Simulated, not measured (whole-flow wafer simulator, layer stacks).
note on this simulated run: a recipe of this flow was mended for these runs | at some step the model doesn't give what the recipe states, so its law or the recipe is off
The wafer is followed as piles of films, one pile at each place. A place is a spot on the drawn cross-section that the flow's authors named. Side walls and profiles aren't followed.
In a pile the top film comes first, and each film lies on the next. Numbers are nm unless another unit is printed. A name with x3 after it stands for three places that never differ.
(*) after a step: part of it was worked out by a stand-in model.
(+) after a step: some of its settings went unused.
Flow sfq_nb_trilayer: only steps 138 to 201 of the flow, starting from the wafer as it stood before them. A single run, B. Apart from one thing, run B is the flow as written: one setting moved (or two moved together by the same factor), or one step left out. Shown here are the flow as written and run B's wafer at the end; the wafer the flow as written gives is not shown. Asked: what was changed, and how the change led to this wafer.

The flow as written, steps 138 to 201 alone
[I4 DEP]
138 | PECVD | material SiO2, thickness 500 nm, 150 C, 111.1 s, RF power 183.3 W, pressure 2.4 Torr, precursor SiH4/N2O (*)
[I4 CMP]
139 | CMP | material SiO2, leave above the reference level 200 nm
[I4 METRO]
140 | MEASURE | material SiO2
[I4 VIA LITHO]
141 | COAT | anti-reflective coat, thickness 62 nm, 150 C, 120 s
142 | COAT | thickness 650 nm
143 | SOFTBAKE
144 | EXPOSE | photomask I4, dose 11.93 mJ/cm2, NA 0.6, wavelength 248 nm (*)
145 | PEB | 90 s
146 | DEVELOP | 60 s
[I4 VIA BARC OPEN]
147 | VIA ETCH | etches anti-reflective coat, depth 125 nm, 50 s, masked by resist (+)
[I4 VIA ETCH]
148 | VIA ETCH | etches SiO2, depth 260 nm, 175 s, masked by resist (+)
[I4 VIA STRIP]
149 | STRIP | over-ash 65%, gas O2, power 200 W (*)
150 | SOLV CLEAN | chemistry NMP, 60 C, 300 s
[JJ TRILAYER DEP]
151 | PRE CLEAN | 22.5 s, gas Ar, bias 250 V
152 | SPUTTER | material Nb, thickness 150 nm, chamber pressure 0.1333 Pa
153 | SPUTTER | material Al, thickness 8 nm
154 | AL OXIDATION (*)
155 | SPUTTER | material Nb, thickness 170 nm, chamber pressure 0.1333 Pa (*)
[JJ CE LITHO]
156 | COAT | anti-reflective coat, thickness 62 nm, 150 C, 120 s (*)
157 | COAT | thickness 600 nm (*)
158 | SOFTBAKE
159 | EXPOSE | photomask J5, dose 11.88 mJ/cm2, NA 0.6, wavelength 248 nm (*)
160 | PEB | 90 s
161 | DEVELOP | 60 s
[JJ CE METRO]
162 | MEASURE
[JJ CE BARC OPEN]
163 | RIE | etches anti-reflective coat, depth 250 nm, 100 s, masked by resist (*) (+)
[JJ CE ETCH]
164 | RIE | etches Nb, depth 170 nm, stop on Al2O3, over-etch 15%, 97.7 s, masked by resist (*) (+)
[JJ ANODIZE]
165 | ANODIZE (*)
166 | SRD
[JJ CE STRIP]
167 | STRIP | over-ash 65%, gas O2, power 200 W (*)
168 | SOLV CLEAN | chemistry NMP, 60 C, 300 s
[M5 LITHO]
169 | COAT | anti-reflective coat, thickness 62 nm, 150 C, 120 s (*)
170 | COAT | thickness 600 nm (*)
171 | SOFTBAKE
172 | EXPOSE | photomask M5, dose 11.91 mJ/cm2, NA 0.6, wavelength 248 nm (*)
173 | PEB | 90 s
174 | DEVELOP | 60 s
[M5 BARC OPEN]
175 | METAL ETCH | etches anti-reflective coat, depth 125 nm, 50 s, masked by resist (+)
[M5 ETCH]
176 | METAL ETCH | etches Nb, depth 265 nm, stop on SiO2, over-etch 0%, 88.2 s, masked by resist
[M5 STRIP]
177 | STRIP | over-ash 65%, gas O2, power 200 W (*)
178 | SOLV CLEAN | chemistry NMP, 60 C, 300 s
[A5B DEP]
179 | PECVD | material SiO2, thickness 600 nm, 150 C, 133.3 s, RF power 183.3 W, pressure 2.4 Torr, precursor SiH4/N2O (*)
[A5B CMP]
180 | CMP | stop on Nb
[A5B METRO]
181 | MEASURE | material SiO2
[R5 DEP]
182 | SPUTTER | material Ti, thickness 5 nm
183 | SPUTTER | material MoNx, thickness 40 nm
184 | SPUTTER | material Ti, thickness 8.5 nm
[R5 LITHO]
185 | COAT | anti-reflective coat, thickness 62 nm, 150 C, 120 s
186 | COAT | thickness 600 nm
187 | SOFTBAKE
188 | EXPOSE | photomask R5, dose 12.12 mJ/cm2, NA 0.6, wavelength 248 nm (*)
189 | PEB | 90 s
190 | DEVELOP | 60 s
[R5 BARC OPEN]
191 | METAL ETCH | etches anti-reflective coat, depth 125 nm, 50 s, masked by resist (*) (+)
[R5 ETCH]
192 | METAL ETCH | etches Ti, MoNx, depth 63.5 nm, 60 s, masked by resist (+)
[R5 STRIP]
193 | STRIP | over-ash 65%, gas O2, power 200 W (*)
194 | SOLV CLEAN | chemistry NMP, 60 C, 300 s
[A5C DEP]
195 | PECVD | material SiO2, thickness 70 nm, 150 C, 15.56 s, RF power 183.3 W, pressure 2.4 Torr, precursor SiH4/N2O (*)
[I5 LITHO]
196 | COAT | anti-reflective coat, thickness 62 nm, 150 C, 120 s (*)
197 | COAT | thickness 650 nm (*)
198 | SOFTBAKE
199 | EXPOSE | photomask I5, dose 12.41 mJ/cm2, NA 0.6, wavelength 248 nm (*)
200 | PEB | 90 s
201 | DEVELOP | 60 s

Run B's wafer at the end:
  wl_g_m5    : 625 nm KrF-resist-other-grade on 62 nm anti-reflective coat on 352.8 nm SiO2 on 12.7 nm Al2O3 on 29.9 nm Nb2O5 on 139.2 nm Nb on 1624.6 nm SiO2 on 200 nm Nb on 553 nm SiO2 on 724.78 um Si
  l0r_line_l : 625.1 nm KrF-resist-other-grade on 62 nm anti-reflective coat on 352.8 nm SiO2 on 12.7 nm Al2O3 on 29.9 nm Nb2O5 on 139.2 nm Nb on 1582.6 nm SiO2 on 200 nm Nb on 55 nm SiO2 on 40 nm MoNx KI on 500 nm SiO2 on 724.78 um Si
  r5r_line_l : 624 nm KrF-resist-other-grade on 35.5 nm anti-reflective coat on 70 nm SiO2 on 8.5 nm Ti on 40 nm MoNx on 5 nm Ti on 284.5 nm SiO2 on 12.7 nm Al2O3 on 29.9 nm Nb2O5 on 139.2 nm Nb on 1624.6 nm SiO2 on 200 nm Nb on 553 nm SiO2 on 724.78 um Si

What caused this: step 138, PECVD: RF power 73.32 W was run, though the flow has RF power 183.3 W.

The path from the change to this, step by step:
  138 | PECVD | material SiO2, thickness 500 nm, 150 C, 111.1 s, RF power 183.3 W, pressure 2.4 Torr, precursor SiH4/N2O (*)
      field_l, be, be_sur and 55 more: +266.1 SiO2 (it would be, as written: +500 SiO2)
      v_sur, via_wl, via_w and 35 more: +266.1 SiO2 (new film) (it would be, as written: +500 SiO2 (new film))
      (also at 10 further places)
  139 | CMP | material SiO2, leave above the reference level 200 nm
      field_l, be, be_sur and 55 more: nothing (it would be, as written: -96 SiO2)
      p3_s0, p3_s1, p3_s2, p3_s3, p3_s4, p3_s5: nothing (it would be, as written: -157.1 SiO2)
      (also at 42 further places)
  141 | COAT | anti-reflective coat, thickness 62 nm, 150 C, 120 s
      p3_l1, p3_l2, p3_l3, p3_l4: +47 anti-reflective coat (new film) (it would be, as written: +62 anti-reflective coat (new film))
      via_w, c5j, wl_j_sl: +65.5 anti-reflective coat (new film) (it would be, as written: +62 anti-reflective coat (new film))
      (also at 87 further places)
  142 | COAT | thickness 650 nm
      m0r_line_l x3: +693 KrF-resist-other-grade (new film) (it would be, as written: +650 KrF-resist-other-grade (new film))
      m0r_line_r x3: +694.2 KrF-resist-other-grade (new film) (it would be, as written: +650 KrF-resist-other-grade (new film))
      (also at 71 further places)
  146 | DEVELOP | 60 s
      via_wl: -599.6 KrF-resist-other-grade (all of it) (it would be, as written: -648.6 KrF-resist-other-grade (all of it))
      via_w: -596 KrF-resist-other-grade (all of it) (it would be, as written: -648.6 KrF-resist-other-grade (all of it))
      (also at 1 further place)
  147 | VIA ETCH | etches anti-reflective coat, depth 125 nm, 50 s, masked by resist (+)
      via_wl: -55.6 anti-reflective coat (all of it), -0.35 SiO2 (it would be, as written: -62 anti-reflective coat (all of it), -0.31 SiO2)
      via_w: -65.5 anti-reflective coat (all of it), -0.3 SiO2 (it would be, as written: -62 anti-reflective coat (all of it), -0.31 SiO2)
      (also at 1 further place)
  149 | STRIP | over-ash 65%, gas O2, power 200 W (*)
      m0r_line_l x3: -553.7 KrF-resist-other-grade (all of it), -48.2 anti-reflective coat (all of it) (it would be, as written: -510.8 KrF-resist-other-grade (all of it), -62 anti-reflective coat (all of it))
      m0r_space_l, m6r_space_l x2: -520 KrF-resist-other-grade (all of it), -89.6 anti-reflective coat (all of it) (it would be, as written: -510.8 KrF-resist-other-grade (all of it), -62 anti-reflective coat (all of it))
      (also at 89 further places)
  152 | SPUTTER | material Nb, thickness 150 nm, chamber pressure 0.1333 Pa
      lsp_r, l0_sur, l0v: +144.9 Nb (new film) (it would be, as written: +150 Nb (new film))
      be, lsp_l: +139.5 Nb (new film) (it would be, as written: +150 Nb (new film))
      (also at 1 further place)
  153 | SPUTTER | material Al, thickness 8 nm
      be, lsp_l: +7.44 Al (new film) (it would be, as written: +8 Al (new film))
      via_v: +6.18 Al (new film) (it would be, as written: +8 Al (new film))
  155 | SPUTTER | material Nb, thickness 170 nm, chamber pressure 0.1333 Pa (*)
      lsp_r, l0_sur, l0v: +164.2 Nb (new film) (it would be, as written: +170 Nb (new film))
      be, lsp_l: +157.2 Nb (new film) (it would be, as written: +170 Nb (new film))
      (also at 1 further place)
  156 | COAT | anti-reflective coat, thickness 62 nm, 150 C, 120 s (*)
      m0r_line_l x3, m0r_line_r x3: +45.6 anti-reflective coat (new film) (it would be, as written: +62 anti-reflective coat (new film))
      m0r_space_l, m0r_space_r, m6r_space_l x2, m6r_space_r x2: +87.4 anti-reflective coat (new film) (it would be, as written: +62 anti-reflective coat (new film))
      (also at 80 further places)
  157 | COAT | thickness 600 nm (*)
      wl_g_m5, m0r_line_l x3, m0r_line_r x3: +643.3 KrF-resist-other-grade (new film) (it would be, as written: +600 KrF-resist-other-grade (new film))
      wl_e_sl, r5r_spacepad_r: +571.8 KrF-resist-other-grade (new film) (it would be, as written: +600 KrF-resist-other-grade (new film))
      (also at 69 further places)
  161 | DEVELOP | 60 s
      wl_f_m6, wl_g_m5, m0r_line_l x3, m0r_line_r x3: -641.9 KrF-resist-other-grade (all of it) (it would be, as written: -598.7 KrF-resist-other-grade (all of it))
      wl_e_sl, r5r_spacepad_r: -570.6 KrF-resist-other-grade (all of it) (it would be, as written: -598.7 KrF-resist-other-grade (all of it))
      (also at 68 further places)
  163 | RIE | etches anti-reflective coat, depth 250 nm, 100 s, masked by resist (*) (+)
      m0r_line_l x3, m0r_line_r x3: -45.6 anti-reflective coat (all of it) (it would be, as written: -62 anti-reflective coat (all of it))
      m0r_space_l, m0r_space_r, m6r_space_l x2, m6r_space_r x2: -87.4 anti-reflective coat (all of it) (it would be, as written: -62 anti-reflective coat (all of it))
      (also at 76 further places)
  164 | RIE | etches Nb, depth 170 nm, stop on Al2O3, over-etch 15%, 97.7 s, masked by resist (*) (+)
      be, lsp_l: -157.2 Nb (all of it), -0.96 Al2O3 (all of it) (it would be, as written: -170 Nb (all of it), -0.51 Al2O3)
      via_v: -127.6 Nb (all of it), -0.96 Al2O3 (all of it) (it would be, as written: -170 Nb (all of it), -0.51 Al2O3)
      (also at 3 further places)
  165 | ANODIZE (*)
      be, lsp_l: +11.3 Al2O3 (new film), +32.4 Nb2O5 (new film), -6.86 Al (all of it), -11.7 Nb (it would be, as written: +12.2 Al2O3, +29.9 Nb2O5 (new film), -7.42 Al (all of it), -10.8 Nb)
      via_v: +9.24 Al2O3 (new film), +36.1 Nb2O5 (new film), -5.6 Al (all of it), -13 Nb (it would be, as written: +12.2 Al2O3, +29.9 Nb2O5 (new film), -7.42 Al (all of it), -10.8 Nb)
      (also at 3 further places)
  ... 11 other steps ...
  196 | COAT | anti-reflective coat, thickness 62 nm, 150 C, 120 s (*)
      jj_sur: +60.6 anti-reflective coat (new film) (it would be, as written: +59 anti-reflective coat (new film))
      ce_l: +61.9 anti-reflective coat (new film) (it would be, as written: +64.8 anti-reflective coat (new film))
      (also at 3 further places)
